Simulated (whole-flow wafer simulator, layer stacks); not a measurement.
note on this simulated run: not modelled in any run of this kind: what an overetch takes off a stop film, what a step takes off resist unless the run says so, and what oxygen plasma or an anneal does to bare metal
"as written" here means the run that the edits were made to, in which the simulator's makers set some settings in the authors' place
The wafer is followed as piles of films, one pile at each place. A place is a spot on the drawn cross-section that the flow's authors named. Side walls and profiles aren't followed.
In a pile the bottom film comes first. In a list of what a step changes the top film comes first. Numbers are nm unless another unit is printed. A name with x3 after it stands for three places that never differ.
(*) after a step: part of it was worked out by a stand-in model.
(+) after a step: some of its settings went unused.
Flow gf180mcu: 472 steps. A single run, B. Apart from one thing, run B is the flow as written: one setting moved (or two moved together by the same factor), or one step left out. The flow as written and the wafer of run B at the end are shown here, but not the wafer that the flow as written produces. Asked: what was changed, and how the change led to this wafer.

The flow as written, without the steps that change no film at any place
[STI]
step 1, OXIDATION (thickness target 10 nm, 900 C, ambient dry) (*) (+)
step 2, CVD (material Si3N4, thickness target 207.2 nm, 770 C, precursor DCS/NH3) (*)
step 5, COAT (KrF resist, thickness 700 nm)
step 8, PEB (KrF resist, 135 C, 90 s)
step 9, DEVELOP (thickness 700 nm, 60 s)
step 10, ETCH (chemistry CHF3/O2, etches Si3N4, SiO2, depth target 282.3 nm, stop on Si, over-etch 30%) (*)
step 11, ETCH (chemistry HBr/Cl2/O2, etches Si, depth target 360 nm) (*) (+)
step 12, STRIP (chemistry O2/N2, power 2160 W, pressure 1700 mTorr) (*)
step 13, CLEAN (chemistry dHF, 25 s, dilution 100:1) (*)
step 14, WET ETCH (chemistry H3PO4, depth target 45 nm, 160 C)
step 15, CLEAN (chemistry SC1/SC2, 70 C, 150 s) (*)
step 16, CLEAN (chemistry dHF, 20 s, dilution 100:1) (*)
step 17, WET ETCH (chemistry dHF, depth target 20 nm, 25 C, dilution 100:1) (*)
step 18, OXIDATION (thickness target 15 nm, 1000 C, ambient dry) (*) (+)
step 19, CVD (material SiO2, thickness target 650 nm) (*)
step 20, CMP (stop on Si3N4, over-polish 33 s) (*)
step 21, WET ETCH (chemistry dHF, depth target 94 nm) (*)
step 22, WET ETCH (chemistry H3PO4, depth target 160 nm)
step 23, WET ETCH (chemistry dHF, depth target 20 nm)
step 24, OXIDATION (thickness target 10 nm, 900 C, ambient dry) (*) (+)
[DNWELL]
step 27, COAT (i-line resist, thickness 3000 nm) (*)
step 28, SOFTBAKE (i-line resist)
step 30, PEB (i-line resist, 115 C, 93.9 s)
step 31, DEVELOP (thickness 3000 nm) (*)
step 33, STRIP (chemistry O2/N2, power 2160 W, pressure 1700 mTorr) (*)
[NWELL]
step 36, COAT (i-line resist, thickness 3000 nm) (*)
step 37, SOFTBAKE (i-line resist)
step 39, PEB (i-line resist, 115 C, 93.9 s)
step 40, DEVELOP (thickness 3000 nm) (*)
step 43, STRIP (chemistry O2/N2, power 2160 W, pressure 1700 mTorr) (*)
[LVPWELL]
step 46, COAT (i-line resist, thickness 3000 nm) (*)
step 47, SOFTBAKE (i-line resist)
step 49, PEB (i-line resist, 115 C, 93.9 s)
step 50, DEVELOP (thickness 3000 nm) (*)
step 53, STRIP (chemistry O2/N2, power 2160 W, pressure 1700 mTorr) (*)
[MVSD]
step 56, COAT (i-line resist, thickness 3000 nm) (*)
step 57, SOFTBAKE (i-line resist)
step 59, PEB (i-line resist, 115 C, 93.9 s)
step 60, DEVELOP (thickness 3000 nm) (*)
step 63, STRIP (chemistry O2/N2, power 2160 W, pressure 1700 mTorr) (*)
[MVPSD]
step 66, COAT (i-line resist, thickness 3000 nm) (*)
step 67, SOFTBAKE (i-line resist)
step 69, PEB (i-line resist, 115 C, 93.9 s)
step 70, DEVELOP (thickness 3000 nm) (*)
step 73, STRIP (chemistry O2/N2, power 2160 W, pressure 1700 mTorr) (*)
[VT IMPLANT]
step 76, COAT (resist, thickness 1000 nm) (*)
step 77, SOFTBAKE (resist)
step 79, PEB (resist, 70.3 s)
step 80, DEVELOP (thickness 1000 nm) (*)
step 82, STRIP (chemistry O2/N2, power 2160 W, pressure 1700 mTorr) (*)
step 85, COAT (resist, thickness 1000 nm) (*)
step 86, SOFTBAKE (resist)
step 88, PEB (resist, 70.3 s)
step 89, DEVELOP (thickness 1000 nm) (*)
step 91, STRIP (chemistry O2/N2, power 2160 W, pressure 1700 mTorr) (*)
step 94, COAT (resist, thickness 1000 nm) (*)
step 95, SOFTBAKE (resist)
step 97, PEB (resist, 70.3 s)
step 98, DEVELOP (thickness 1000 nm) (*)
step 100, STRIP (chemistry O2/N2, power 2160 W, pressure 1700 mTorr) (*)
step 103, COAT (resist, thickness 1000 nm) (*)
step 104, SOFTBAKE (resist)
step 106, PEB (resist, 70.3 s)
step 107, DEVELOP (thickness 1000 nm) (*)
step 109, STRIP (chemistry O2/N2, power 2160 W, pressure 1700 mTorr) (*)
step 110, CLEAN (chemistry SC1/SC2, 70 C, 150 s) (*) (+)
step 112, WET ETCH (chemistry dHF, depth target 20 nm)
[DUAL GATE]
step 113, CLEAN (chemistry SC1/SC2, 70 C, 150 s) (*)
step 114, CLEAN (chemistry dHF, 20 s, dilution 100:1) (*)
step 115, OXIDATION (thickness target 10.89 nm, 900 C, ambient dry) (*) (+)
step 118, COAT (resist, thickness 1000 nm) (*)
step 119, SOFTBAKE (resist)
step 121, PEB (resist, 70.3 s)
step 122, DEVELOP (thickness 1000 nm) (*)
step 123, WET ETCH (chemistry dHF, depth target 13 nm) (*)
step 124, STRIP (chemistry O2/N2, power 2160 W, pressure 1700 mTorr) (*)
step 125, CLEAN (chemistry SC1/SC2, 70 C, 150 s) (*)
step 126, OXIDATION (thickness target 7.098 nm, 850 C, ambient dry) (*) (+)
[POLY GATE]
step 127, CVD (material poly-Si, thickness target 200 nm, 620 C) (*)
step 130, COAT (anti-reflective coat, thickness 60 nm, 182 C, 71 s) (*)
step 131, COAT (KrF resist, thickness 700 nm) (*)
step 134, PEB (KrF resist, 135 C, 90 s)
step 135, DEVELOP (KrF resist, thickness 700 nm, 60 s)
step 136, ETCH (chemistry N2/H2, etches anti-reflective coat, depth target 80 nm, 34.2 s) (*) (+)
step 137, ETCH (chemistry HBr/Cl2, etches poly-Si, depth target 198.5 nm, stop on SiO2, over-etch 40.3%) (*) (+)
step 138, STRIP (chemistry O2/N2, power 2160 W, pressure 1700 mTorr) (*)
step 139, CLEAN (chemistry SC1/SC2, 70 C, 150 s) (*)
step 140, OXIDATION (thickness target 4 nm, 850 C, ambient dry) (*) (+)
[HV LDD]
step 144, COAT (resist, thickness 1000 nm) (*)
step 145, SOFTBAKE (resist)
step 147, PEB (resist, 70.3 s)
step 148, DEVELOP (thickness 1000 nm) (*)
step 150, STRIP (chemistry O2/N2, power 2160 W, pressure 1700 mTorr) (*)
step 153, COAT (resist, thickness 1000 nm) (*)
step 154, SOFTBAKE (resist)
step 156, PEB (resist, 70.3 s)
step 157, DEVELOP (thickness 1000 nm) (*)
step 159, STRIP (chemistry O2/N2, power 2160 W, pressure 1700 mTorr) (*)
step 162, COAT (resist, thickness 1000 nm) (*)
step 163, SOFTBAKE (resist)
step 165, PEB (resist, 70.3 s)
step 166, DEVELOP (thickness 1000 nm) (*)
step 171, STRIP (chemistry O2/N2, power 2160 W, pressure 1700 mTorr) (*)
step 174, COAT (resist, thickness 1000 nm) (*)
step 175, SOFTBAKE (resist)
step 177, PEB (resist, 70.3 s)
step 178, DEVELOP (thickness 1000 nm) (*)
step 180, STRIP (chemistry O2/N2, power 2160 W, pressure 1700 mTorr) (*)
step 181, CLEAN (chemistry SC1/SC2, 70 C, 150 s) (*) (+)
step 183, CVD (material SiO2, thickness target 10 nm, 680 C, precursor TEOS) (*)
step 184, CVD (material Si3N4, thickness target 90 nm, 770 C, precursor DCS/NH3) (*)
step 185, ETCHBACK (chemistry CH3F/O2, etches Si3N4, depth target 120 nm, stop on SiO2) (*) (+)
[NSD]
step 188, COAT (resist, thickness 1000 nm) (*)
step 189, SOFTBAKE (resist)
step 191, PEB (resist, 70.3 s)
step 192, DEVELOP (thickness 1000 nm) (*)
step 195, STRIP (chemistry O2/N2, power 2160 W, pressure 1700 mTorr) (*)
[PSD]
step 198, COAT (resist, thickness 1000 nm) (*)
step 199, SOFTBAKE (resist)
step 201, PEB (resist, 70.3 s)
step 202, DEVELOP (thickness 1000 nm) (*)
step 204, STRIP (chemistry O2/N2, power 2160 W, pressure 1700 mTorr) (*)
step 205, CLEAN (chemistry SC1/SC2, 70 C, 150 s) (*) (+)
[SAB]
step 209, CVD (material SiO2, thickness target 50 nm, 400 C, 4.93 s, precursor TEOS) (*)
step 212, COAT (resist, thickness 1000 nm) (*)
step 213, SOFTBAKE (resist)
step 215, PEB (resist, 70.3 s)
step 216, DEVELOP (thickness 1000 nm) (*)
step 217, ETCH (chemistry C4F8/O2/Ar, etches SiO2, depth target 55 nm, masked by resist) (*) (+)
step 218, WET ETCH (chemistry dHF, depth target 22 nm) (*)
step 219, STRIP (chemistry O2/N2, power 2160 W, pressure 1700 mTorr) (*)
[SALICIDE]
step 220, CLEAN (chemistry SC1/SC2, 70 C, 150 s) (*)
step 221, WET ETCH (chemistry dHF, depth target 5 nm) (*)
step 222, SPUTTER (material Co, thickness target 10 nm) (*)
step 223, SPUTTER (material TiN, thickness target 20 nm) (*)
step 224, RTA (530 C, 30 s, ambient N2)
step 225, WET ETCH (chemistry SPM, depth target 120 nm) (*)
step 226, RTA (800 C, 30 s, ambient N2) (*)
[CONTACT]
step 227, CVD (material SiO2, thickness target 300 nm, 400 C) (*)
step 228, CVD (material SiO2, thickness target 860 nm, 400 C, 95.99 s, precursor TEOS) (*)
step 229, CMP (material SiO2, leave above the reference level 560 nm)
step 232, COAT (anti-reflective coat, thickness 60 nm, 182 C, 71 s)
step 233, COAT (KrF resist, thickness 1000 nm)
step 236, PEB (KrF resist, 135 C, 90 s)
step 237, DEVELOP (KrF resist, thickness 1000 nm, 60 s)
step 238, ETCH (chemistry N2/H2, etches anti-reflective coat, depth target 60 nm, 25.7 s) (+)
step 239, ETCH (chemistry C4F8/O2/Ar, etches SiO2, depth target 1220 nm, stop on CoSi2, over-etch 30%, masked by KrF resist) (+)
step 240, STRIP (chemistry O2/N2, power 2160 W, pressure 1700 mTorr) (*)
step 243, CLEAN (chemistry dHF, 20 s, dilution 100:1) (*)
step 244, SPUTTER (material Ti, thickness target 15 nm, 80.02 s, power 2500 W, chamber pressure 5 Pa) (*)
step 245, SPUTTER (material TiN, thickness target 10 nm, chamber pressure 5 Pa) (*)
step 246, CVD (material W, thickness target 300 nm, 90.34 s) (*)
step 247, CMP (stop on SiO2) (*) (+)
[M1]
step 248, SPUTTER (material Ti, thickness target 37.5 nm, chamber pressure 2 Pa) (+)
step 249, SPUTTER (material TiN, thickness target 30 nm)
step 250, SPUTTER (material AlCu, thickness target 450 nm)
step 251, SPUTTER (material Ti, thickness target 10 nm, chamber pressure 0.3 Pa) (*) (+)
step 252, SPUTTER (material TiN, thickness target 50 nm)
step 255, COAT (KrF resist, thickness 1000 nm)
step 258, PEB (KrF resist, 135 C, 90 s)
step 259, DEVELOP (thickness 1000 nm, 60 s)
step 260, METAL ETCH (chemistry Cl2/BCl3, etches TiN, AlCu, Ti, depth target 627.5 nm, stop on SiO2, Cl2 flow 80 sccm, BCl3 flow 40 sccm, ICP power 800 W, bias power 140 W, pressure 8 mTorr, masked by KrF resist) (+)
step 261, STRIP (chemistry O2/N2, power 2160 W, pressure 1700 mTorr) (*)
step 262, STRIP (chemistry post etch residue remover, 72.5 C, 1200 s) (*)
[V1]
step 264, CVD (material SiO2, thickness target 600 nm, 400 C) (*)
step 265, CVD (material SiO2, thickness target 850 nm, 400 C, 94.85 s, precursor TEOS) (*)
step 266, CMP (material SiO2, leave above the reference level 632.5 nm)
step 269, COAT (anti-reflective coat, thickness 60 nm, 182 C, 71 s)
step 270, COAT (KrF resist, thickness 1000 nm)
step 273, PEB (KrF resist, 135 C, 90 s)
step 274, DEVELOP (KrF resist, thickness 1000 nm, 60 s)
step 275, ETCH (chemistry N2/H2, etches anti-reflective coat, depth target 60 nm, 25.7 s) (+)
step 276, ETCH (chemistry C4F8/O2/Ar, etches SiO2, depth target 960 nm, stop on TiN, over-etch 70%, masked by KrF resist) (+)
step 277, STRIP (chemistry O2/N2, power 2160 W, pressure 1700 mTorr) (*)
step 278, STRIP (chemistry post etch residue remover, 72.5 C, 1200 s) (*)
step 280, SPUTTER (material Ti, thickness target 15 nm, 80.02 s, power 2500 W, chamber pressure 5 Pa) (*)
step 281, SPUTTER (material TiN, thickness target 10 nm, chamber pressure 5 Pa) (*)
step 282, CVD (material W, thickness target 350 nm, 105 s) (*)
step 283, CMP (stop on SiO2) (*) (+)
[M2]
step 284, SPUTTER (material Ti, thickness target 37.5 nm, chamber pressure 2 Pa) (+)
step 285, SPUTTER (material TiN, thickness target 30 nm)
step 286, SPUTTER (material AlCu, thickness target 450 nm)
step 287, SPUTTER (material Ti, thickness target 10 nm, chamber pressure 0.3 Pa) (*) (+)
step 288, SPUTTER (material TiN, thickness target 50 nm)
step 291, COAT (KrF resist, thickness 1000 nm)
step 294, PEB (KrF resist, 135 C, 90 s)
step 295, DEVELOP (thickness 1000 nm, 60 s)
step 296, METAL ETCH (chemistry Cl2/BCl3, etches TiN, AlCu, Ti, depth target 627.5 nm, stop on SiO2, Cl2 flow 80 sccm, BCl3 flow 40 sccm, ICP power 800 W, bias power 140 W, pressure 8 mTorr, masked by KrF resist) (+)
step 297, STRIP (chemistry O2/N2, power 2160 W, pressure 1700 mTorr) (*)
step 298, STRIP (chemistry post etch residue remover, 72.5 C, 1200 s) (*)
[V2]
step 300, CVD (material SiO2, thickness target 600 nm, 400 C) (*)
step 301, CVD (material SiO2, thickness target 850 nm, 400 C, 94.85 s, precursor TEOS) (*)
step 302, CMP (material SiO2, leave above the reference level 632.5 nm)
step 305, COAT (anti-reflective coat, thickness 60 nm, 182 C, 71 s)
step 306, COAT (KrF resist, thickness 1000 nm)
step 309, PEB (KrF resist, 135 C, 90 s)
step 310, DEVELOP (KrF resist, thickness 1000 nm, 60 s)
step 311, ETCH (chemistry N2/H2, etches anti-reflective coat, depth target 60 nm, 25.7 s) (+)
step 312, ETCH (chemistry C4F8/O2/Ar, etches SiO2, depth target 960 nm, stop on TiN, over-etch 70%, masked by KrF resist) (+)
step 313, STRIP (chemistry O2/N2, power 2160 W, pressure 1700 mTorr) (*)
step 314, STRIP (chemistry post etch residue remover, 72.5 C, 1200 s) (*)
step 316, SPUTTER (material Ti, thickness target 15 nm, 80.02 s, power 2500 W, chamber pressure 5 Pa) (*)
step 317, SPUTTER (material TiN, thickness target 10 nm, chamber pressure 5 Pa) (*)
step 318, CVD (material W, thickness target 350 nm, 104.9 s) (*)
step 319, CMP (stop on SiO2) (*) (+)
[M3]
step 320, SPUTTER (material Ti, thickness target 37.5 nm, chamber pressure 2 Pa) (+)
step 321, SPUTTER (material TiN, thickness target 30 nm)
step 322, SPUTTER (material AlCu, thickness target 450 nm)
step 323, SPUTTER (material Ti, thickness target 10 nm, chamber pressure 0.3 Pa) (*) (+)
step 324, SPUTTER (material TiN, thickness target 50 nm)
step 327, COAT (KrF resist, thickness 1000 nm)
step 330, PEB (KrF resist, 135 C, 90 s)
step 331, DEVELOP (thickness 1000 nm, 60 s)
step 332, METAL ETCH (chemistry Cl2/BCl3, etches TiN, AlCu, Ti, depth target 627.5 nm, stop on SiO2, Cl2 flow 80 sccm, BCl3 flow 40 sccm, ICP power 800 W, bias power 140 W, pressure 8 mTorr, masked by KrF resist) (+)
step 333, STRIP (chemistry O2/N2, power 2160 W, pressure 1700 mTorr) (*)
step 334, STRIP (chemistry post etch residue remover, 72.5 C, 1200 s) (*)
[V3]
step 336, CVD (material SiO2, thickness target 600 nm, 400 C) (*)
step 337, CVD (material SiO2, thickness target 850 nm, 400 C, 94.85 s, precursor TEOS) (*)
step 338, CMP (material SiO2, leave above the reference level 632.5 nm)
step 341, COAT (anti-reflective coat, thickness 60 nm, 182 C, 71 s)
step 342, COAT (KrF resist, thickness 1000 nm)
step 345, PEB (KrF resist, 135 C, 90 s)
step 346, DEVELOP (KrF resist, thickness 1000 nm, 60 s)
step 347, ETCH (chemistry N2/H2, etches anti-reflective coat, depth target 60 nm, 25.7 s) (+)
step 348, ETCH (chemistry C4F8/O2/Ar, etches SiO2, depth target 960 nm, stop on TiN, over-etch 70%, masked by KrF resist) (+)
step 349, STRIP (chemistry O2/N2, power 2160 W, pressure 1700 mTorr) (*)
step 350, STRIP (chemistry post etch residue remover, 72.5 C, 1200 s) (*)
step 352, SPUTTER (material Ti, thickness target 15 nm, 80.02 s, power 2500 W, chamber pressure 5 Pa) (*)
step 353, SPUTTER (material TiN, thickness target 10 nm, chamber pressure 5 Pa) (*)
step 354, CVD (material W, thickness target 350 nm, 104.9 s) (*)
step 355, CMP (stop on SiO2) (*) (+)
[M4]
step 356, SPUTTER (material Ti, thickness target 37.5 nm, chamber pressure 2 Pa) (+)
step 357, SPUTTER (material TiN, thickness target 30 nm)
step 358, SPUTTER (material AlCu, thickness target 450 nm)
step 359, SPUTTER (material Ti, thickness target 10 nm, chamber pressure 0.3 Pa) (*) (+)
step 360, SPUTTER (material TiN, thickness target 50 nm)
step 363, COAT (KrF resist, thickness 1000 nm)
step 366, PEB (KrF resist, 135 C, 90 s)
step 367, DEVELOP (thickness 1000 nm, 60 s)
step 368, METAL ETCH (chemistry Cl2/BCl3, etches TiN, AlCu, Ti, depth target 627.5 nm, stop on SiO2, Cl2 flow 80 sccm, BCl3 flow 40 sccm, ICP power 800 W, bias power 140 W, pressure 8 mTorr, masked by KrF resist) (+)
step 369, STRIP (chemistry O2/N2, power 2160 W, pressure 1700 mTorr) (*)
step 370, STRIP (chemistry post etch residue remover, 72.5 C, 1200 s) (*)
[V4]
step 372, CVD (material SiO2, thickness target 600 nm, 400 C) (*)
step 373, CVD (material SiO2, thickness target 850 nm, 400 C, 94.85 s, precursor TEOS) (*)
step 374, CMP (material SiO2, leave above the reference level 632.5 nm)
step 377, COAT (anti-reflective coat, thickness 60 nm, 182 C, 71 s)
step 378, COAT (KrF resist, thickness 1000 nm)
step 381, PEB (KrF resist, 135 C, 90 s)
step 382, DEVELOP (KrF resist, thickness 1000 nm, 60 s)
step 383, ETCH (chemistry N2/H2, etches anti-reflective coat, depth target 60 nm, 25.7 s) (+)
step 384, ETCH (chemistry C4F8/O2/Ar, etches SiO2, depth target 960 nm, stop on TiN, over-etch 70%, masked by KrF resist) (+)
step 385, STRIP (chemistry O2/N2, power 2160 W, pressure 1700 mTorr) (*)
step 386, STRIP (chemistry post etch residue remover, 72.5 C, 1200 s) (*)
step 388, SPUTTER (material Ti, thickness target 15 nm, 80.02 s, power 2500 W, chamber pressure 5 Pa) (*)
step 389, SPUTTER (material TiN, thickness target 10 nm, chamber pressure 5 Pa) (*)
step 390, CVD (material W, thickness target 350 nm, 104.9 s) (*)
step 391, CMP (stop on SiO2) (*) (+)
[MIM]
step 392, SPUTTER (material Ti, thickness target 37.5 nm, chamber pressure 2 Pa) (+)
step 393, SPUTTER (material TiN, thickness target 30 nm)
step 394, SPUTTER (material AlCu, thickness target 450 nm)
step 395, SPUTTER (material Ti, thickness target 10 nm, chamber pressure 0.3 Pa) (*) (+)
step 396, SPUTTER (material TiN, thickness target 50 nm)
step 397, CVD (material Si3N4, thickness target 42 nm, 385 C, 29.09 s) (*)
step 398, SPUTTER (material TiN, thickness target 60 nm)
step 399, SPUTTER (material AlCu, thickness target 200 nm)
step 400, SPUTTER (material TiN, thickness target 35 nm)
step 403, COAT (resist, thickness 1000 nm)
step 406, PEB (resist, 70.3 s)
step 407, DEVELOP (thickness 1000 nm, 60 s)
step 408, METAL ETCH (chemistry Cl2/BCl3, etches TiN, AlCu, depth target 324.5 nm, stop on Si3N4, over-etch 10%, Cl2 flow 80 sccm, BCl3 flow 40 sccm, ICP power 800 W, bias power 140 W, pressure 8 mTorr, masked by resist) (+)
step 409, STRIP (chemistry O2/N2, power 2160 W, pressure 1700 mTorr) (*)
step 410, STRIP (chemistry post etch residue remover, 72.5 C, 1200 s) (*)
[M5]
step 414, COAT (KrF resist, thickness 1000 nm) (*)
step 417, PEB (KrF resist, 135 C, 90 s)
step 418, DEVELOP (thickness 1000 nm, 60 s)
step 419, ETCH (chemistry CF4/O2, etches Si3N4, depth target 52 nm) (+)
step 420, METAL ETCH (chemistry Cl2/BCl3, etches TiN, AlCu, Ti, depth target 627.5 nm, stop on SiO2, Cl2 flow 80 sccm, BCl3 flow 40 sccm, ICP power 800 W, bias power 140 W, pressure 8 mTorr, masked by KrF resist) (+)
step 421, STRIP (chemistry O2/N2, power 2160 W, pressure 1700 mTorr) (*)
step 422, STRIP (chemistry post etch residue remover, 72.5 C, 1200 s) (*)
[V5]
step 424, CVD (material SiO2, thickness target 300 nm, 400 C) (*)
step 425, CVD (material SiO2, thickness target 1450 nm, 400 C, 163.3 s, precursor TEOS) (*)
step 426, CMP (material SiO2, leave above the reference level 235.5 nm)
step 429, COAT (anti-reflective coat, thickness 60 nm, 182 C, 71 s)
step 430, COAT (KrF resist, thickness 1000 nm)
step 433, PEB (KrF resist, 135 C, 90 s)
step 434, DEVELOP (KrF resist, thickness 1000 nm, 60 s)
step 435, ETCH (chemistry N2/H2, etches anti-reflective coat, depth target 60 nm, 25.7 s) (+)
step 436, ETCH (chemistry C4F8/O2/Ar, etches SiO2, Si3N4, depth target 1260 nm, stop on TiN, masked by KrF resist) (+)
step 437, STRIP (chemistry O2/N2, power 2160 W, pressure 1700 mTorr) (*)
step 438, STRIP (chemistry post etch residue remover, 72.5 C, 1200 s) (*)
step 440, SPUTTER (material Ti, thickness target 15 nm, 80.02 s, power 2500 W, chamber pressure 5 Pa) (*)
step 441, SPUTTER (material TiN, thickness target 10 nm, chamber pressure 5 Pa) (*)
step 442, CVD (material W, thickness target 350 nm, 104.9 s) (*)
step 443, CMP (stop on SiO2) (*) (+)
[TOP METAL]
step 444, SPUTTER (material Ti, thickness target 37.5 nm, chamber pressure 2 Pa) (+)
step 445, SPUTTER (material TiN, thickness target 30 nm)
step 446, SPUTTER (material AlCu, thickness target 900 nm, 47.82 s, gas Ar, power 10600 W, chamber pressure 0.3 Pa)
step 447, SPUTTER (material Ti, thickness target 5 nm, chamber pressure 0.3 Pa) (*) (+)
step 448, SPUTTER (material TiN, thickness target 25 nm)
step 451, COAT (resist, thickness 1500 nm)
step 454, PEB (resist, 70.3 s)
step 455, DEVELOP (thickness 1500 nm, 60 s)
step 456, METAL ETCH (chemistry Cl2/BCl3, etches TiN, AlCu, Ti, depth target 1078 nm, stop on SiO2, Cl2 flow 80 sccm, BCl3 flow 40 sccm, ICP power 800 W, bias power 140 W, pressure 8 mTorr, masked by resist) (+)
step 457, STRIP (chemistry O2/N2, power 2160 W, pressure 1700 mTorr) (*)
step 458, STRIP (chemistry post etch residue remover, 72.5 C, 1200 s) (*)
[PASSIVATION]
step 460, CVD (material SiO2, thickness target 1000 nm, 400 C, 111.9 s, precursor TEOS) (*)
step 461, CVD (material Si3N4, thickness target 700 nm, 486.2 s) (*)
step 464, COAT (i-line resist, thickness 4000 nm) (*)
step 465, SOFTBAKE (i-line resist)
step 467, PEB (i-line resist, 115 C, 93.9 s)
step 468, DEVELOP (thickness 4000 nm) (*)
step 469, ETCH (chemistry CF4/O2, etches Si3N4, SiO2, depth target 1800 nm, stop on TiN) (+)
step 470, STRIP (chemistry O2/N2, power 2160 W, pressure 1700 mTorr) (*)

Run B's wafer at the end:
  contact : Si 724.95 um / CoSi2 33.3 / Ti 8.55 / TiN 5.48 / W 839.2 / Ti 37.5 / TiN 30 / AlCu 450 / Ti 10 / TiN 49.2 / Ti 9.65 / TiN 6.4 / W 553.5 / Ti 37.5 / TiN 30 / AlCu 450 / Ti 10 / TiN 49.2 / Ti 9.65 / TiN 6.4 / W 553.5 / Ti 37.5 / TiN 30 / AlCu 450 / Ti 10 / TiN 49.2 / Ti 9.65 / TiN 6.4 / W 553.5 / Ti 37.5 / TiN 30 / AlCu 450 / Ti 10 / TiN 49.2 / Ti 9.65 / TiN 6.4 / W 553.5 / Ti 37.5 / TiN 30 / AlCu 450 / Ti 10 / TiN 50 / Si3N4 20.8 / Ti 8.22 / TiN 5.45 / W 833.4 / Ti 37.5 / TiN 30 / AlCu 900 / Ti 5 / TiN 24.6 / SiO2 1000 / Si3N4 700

Cause: step 436, ETCH: depth target 850 nm was run, whereas the flow has depth target 1260 nm.

Step by step, how the change led to this:
  step 436, ETCH (chemistry C4F8/O2/Ar, etches SiO2, Si3N4, depth target 1260 nm, stop on TiN, masked by KrF resist) (+)
      contact: -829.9 SiO2 (all of it), -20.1 Si3N4 (as written it would have been: -829.9 SiO2 (all of it), -41.3 Si3N4 (all of it))
      field, field__w1, field__w2 and 108 more: -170 KrF resist (as written it would have been: -252 KrF resist)
  step 437, STRIP (chemistry O2/N2, power 2160 W, pressure 1700 mTorr) (*)
      field, field__w1, field__w2 and 108 more: -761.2 KrF resist (all of it), -60 anti-reflective coat (all of it) (as written it would have been: -679.2 KrF resist (all of it), -60 anti-reflective coat (all of it))
With metal films that touch counted as one body, contact has 2 bodies (between them, from the top down: Si3N4 20.8); the flow as written gives 1 body.
